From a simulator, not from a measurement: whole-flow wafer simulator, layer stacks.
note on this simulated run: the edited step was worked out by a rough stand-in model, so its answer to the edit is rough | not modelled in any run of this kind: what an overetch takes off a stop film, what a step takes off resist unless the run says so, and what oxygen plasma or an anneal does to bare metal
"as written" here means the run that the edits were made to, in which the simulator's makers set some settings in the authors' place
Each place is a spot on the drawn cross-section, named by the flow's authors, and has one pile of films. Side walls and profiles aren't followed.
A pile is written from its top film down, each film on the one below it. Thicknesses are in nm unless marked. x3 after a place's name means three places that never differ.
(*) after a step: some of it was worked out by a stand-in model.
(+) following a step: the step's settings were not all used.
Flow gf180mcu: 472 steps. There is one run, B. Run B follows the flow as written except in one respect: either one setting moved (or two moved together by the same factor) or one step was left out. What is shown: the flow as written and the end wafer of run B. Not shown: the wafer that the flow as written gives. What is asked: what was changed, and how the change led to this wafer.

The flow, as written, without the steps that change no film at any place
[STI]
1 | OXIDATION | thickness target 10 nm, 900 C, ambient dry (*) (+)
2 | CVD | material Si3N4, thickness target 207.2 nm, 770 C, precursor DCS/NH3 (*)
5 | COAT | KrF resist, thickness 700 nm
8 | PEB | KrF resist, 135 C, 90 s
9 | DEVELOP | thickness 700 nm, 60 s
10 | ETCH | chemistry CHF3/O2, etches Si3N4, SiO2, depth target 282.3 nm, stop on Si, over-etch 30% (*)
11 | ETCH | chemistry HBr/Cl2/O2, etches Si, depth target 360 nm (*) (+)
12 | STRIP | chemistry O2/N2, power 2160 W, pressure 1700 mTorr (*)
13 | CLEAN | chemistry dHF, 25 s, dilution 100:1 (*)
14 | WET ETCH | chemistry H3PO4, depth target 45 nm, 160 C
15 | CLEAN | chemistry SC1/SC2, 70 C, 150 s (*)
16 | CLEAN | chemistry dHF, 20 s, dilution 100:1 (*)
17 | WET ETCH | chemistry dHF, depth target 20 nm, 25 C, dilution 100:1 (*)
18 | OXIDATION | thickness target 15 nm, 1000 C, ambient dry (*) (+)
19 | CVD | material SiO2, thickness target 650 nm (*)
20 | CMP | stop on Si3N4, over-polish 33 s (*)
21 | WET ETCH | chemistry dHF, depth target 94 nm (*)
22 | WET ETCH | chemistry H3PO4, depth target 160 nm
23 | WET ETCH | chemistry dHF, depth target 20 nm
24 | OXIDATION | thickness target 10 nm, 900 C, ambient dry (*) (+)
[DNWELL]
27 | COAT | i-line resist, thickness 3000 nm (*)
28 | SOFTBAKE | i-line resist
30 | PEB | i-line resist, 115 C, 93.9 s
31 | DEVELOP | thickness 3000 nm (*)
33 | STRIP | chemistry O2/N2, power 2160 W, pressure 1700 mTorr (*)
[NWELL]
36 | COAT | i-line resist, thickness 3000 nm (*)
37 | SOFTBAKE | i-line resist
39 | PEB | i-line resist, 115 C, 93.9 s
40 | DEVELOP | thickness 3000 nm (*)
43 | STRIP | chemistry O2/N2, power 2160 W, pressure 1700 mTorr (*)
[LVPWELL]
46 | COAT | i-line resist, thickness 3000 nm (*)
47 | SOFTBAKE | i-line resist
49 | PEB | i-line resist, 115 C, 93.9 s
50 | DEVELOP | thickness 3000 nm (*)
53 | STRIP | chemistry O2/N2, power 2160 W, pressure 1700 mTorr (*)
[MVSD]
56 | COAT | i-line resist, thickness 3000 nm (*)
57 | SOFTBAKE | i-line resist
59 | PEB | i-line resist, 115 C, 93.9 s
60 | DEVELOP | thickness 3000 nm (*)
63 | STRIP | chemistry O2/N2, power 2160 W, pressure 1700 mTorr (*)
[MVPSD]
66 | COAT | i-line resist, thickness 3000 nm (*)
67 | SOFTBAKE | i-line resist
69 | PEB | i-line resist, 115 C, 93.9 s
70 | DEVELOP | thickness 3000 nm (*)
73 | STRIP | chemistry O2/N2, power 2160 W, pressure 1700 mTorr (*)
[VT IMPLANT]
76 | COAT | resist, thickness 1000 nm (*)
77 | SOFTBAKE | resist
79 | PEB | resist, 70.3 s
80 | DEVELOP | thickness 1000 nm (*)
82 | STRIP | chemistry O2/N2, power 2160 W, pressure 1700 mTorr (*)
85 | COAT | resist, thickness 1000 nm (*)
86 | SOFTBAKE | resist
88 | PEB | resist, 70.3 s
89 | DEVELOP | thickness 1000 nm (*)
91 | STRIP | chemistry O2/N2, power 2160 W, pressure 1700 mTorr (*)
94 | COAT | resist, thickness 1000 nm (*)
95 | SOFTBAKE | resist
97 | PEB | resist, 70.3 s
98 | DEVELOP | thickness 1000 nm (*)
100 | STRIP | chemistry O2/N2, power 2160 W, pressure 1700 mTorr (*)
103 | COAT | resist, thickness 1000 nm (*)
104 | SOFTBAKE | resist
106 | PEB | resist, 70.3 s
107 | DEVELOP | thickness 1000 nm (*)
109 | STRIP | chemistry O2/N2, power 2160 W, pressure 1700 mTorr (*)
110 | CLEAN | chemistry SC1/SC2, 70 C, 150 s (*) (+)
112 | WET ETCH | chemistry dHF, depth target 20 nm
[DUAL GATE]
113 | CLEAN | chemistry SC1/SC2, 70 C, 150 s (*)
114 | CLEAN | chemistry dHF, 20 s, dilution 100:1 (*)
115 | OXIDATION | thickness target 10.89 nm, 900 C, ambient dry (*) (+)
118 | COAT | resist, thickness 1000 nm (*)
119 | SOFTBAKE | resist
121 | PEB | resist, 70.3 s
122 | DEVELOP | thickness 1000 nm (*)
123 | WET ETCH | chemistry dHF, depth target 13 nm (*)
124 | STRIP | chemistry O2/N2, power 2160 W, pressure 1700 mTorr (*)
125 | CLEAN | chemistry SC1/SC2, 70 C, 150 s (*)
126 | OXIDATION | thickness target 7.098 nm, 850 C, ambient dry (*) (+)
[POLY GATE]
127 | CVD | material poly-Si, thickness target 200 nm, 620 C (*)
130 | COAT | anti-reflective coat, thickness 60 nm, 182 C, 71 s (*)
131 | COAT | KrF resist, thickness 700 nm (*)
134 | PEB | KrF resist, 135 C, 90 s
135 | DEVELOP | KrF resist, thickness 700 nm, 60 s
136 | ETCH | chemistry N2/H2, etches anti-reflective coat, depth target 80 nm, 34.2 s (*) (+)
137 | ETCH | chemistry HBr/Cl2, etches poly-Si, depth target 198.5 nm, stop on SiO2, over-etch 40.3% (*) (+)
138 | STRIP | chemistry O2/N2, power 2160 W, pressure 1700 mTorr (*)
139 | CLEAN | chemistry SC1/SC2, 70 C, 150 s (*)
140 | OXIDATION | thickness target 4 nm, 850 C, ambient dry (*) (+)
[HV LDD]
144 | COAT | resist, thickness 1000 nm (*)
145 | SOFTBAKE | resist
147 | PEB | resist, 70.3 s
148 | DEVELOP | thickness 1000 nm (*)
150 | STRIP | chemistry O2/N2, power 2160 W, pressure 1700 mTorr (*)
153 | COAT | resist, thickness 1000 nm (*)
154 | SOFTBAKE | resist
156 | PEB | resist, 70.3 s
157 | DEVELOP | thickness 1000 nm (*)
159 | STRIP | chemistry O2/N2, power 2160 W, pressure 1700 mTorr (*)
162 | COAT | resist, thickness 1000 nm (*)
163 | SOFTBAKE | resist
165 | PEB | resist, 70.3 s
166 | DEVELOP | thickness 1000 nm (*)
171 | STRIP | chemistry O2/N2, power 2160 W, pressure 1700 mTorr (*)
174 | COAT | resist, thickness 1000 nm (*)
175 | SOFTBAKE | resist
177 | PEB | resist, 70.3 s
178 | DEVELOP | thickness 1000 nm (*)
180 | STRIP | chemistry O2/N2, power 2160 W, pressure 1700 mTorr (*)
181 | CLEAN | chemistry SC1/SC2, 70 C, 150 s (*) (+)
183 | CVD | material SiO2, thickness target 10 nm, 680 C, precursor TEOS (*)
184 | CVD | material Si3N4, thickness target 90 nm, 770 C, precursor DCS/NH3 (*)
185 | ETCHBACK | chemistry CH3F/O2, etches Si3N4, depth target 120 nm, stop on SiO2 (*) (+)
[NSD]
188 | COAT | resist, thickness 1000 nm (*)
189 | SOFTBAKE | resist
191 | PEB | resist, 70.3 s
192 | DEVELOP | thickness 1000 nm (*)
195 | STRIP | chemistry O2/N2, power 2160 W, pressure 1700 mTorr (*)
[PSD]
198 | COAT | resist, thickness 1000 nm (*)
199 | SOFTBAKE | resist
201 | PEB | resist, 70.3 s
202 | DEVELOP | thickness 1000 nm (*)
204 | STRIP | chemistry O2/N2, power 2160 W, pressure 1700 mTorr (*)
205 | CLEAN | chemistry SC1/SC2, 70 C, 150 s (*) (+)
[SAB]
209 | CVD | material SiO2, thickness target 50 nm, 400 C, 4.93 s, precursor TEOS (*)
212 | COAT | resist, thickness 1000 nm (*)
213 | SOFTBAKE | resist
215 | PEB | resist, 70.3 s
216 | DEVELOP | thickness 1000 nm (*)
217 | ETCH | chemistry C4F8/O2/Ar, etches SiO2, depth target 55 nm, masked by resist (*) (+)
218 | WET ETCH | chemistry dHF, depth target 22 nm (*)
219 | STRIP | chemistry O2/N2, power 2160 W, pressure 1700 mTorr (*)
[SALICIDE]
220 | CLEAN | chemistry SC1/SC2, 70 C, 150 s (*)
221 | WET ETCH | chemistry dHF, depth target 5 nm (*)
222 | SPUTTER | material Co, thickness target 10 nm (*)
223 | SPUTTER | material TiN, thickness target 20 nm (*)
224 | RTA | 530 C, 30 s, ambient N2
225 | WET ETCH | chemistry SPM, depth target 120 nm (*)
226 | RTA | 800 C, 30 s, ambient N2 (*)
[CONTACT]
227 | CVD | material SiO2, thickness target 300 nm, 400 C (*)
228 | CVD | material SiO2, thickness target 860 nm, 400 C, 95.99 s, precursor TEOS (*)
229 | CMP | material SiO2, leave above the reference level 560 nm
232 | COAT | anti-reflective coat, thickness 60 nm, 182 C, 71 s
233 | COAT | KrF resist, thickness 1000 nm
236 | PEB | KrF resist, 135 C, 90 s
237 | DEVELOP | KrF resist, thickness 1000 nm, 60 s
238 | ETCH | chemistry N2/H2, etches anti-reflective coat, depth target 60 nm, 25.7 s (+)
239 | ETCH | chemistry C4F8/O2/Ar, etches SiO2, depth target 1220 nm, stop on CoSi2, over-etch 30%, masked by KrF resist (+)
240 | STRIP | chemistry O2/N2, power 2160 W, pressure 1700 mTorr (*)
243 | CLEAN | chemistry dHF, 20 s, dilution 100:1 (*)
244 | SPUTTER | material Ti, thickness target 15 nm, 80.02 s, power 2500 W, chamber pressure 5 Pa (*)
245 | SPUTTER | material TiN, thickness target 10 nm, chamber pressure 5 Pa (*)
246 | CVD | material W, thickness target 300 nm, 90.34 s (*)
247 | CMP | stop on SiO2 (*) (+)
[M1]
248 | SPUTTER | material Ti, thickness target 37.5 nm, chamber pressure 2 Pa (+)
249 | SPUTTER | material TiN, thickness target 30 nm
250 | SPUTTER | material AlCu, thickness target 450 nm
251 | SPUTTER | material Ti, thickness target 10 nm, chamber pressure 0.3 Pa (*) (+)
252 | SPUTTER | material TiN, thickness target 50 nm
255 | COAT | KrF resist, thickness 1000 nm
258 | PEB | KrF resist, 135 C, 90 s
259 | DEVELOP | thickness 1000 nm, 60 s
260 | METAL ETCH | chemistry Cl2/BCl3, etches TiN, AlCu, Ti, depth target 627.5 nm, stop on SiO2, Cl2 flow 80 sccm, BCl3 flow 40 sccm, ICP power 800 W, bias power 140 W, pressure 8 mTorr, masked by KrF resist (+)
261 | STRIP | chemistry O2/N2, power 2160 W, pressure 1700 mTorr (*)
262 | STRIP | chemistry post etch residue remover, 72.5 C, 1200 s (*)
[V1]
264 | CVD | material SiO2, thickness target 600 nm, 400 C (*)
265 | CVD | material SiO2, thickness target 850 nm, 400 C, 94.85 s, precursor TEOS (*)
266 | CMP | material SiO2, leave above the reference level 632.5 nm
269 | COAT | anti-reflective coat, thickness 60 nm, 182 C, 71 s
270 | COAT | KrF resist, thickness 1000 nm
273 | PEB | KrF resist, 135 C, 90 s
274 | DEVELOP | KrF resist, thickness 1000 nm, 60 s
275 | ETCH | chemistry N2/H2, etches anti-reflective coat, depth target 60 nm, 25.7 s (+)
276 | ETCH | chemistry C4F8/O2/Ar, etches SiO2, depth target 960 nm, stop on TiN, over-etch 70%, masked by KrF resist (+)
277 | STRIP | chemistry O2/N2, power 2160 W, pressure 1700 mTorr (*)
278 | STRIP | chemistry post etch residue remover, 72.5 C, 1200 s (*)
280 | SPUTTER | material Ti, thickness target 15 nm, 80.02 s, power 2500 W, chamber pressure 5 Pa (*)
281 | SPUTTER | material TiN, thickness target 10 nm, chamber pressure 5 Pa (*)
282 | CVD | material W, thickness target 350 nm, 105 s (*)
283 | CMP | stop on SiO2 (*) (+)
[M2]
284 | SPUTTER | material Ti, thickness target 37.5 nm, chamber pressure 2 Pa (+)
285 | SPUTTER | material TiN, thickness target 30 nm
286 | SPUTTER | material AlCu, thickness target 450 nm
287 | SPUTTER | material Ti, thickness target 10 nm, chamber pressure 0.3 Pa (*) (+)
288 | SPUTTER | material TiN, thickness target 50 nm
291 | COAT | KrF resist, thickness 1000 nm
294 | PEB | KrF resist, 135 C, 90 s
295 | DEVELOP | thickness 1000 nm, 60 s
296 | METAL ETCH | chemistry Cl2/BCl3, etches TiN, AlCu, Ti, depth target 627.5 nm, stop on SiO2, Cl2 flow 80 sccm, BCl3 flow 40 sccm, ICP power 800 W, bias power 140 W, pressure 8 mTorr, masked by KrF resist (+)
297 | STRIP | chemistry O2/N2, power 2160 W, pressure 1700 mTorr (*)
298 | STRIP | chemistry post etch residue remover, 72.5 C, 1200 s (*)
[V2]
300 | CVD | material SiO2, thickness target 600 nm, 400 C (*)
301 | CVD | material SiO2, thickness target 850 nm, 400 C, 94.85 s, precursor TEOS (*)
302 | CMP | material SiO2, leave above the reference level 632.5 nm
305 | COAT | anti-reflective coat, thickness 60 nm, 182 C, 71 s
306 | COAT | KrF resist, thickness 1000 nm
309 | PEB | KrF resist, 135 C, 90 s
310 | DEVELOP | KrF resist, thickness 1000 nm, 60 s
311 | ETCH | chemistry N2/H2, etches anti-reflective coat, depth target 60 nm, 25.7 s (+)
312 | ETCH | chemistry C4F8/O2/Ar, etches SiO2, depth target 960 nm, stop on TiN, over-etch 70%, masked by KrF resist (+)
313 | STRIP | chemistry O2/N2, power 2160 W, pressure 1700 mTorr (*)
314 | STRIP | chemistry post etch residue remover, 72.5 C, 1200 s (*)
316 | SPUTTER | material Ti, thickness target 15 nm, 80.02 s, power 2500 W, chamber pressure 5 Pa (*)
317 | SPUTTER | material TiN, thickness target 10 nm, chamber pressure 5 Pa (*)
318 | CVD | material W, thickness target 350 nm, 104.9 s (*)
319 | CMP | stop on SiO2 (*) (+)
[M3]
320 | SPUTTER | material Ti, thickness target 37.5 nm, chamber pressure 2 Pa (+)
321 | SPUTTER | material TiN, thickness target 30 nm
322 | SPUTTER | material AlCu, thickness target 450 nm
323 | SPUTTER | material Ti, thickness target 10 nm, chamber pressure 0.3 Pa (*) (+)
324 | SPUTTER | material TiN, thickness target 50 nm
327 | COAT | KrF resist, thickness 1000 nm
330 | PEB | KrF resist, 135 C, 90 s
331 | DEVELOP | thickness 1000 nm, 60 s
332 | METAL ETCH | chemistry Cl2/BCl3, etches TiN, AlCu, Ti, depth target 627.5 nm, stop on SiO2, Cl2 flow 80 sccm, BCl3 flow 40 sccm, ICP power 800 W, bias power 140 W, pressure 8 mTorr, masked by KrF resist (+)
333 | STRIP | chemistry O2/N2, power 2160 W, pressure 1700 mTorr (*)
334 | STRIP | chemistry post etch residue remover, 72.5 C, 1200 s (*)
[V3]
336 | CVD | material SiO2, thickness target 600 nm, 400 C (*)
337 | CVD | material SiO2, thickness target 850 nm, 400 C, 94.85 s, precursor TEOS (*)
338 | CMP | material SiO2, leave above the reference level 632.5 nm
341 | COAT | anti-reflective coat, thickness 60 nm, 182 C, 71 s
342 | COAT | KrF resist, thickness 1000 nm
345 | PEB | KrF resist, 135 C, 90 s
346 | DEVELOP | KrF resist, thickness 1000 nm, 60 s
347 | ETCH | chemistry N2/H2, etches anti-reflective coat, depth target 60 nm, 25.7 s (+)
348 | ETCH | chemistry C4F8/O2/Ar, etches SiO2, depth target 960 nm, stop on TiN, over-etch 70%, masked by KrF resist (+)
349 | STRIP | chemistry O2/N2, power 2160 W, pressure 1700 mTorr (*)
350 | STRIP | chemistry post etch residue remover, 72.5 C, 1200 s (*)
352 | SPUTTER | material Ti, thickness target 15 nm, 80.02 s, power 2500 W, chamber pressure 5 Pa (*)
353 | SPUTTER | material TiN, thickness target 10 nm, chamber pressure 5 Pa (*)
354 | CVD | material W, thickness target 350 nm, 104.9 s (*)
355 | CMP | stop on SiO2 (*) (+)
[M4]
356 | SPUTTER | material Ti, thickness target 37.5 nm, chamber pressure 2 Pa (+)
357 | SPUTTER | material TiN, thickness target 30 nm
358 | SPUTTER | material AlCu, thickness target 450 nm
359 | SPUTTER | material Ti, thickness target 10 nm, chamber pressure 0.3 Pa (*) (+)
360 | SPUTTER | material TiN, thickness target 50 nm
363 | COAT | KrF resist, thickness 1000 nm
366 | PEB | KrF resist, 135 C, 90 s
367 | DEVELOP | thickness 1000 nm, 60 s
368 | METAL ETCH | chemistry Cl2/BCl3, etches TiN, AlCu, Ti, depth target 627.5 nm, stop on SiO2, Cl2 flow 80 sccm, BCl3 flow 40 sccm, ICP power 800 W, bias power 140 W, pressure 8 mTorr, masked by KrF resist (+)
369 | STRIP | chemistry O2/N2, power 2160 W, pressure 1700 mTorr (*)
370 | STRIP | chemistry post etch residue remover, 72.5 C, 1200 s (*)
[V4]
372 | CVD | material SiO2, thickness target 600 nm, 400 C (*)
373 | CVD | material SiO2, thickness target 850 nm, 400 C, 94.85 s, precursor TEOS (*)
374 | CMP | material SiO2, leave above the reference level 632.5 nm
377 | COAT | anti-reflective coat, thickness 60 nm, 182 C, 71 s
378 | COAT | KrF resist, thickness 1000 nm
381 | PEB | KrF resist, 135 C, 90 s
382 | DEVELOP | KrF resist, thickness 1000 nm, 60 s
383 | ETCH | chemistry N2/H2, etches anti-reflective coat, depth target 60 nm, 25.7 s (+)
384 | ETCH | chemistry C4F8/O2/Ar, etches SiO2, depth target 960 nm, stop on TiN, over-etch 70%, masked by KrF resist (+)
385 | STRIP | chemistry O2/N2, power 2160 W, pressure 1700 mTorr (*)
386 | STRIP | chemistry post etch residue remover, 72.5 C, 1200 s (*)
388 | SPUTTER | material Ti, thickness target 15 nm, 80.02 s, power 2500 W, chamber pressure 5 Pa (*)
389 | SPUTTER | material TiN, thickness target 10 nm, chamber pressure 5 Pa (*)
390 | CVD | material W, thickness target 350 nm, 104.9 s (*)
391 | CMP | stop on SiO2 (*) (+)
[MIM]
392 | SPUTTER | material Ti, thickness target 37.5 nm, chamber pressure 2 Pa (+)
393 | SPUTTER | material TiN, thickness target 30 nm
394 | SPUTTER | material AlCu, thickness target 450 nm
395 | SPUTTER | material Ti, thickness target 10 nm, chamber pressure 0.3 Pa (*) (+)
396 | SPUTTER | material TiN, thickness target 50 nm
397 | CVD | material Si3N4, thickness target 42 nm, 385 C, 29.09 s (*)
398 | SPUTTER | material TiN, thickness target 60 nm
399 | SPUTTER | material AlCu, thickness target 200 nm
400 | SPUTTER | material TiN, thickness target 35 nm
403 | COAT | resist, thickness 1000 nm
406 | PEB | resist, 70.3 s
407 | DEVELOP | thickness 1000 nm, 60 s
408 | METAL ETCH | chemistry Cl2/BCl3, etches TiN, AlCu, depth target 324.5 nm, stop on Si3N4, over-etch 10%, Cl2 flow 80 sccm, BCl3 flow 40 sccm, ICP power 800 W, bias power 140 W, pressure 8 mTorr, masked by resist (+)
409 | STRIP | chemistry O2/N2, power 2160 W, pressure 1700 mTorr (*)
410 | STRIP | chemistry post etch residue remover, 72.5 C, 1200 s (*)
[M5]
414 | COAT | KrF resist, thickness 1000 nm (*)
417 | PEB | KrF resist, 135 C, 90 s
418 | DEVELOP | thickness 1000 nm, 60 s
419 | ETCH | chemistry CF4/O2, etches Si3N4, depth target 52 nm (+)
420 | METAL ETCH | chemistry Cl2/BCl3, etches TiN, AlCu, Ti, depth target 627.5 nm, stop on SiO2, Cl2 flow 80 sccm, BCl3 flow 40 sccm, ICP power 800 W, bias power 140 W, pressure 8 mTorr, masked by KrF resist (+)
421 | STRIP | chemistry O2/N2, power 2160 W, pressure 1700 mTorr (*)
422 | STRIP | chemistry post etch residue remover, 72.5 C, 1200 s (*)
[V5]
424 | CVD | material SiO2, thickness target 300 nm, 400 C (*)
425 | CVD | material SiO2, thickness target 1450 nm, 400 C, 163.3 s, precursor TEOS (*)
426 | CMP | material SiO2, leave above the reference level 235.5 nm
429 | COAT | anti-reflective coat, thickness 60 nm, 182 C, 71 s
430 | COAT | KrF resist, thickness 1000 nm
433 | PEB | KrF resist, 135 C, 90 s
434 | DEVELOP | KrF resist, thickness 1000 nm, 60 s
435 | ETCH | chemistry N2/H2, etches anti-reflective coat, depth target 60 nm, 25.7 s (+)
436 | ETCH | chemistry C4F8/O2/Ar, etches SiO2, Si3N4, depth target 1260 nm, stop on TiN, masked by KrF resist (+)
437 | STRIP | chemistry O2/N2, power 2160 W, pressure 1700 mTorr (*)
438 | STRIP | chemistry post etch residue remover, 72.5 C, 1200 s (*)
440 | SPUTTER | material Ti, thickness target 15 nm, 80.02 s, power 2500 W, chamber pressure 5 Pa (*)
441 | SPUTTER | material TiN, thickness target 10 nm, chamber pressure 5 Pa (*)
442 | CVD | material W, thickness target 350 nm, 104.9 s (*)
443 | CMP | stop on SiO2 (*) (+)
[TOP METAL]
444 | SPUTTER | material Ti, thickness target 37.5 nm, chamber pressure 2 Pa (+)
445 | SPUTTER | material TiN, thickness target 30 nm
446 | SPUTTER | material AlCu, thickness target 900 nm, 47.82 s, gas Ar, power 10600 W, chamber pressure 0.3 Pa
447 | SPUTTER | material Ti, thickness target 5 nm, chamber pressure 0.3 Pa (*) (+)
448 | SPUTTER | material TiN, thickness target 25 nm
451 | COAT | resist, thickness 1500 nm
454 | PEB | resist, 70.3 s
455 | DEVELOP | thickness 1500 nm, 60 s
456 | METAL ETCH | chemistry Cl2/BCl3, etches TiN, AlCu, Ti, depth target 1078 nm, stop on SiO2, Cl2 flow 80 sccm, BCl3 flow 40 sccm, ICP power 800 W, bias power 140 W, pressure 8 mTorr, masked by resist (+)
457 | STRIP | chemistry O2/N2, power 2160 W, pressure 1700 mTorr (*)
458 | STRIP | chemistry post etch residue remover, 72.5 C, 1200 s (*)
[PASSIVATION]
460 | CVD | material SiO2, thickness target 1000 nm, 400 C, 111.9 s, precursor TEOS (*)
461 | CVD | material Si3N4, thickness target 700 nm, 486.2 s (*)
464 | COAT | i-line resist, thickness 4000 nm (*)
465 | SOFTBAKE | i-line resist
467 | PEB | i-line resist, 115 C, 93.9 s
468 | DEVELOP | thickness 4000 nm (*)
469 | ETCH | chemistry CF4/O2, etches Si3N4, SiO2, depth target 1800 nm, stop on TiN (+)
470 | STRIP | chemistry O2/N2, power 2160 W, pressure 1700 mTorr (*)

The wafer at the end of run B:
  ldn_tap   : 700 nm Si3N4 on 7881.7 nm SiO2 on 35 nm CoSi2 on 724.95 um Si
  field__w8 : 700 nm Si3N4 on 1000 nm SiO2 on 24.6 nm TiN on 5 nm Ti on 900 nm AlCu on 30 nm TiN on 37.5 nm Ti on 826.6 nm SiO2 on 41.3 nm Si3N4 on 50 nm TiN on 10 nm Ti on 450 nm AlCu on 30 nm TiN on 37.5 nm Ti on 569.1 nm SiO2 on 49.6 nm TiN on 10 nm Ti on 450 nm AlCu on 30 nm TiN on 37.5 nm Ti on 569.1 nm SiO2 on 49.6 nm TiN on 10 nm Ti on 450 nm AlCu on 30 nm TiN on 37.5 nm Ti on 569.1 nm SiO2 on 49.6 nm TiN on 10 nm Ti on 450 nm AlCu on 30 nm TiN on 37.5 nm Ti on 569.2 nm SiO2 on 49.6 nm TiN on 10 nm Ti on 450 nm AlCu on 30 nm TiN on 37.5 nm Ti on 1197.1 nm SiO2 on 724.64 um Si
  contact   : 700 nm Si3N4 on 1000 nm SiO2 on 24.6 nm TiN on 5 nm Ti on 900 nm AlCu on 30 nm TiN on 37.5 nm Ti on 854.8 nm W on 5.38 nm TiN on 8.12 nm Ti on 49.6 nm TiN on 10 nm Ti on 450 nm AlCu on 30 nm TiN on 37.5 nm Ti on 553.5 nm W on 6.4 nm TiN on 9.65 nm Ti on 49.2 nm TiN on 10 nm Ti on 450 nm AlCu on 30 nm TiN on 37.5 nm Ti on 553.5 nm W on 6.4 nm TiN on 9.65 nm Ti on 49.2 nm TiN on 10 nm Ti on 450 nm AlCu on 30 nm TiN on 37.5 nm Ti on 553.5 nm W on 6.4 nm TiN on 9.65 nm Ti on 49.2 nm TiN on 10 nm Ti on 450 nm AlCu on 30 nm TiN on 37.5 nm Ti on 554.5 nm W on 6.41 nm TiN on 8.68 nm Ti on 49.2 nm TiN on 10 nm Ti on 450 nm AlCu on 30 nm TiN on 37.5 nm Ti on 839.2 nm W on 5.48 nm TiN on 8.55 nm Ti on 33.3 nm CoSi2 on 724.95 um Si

The reason: step 280, SPUTTER: 72.02 s was run, though the flow has 80.02 s.

How this came from the change, step by step:
  280 | SPUTTER | material Ti, thickness target 15 nm, 80.02 s, power 2500 W, chamber pressure 5 Pa (*)
      field, field__w1, field__w2 and 107 more: Ti gains 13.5 (new film) (it would be, as written: Ti gains 15 (new film))
      contact: Ti gains 8.68 (new film) (it would be, as written: Ti gains 9.65 (new film))
  283 | CMP | stop on SiO2 (*) (+)
      field, field__w1, field__w2 and 107 more: W loses 350 (all of it), TiN loses 10 (all of it), Ti loses 13.5 (all of it), SiO2 loses 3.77 (it would be, as written: W loses 350 (all of it), TiN loses 10 (all of it), Ti loses 15 (all of it), SiO2 loses 3.78)
